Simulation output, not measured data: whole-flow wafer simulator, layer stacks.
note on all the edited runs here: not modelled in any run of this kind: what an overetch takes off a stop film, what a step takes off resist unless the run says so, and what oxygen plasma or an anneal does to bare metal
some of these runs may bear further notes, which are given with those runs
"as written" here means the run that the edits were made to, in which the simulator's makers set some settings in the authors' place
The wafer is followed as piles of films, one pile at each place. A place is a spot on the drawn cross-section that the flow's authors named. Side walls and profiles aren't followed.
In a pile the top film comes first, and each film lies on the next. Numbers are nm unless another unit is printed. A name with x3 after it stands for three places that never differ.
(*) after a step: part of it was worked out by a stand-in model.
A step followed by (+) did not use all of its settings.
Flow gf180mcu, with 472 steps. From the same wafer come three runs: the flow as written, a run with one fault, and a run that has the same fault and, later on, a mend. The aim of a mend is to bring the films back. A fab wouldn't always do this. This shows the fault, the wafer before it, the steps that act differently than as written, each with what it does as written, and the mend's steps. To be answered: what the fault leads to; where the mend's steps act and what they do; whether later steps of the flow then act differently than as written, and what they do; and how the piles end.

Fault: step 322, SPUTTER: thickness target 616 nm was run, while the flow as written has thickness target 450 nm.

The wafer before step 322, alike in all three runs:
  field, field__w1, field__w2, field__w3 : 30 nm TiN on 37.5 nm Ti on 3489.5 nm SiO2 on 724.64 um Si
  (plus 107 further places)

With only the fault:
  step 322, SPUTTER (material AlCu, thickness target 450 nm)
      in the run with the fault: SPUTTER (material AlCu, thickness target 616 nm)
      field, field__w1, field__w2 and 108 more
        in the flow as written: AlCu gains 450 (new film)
        in the run with the fault: AlCu gains 616 (new film)
  Steps further on in the flow that do not act as written:
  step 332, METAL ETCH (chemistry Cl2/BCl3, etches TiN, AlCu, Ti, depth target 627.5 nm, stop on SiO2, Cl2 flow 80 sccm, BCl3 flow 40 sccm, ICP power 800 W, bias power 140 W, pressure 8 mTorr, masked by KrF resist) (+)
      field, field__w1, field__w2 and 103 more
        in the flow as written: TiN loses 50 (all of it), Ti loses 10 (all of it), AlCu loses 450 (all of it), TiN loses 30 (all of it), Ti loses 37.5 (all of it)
        in the run with the fault: TiN loses 50 (all of it), Ti loses 10 (all of it), AlCu loses 567.5
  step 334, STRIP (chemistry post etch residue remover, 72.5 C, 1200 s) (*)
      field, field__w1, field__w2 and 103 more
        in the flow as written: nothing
        in the run with the fault: AlCu loses 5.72
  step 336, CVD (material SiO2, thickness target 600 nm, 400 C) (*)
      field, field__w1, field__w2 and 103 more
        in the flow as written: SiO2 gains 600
        in the run with the fault: SiO2 gains 600 (new film)
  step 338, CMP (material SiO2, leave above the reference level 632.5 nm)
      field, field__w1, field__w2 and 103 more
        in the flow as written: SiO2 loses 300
        in the run with the fault: SiO2 loses 244.3
  At field, field__w1, field__w2 and 109 more, the piles at the end differ from the flow's by more than 2% or 0.5 nm, whichever is larger.
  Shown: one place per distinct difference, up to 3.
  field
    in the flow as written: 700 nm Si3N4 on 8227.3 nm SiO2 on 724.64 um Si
    in the run with the fault: 700 nm Si3N4 on 4793.5 nm SiO2 on 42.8 nm AlCu on 30 nm TiN on 37.5 nm Ti on 3489.5 nm SiO2 on 724.64 um Si
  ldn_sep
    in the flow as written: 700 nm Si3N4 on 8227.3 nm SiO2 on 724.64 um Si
    in the run with the fault: 700 nm Si3N4 on 4793.5 nm SiO2 on 42.8 nm AlCu on 30 nm TiN on 37.5 nm Ti on 3489.4 nm SiO2 on 724.64 um Si
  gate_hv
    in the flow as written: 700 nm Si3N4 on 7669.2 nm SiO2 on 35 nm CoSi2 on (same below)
    in the run with the fault: 700 nm Si3N4 on 4793.5 nm SiO2 on 42.8 nm AlCu on 30 nm TiN on 37.5 nm Ti on 2931.3 nm SiO2 on 35 nm CoSi2 on (same below)

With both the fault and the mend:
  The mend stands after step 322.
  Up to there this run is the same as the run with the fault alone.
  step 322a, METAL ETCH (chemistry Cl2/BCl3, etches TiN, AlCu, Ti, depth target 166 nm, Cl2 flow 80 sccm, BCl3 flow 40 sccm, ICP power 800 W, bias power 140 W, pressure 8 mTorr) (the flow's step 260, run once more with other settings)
      field, field__w1, field__w2 and 108 more
        AlCu loses 166
  None of the later steps of the flow acts differently than as written at any place that is followed.
  By the end, the piles equal the flow's at every place that both follow.
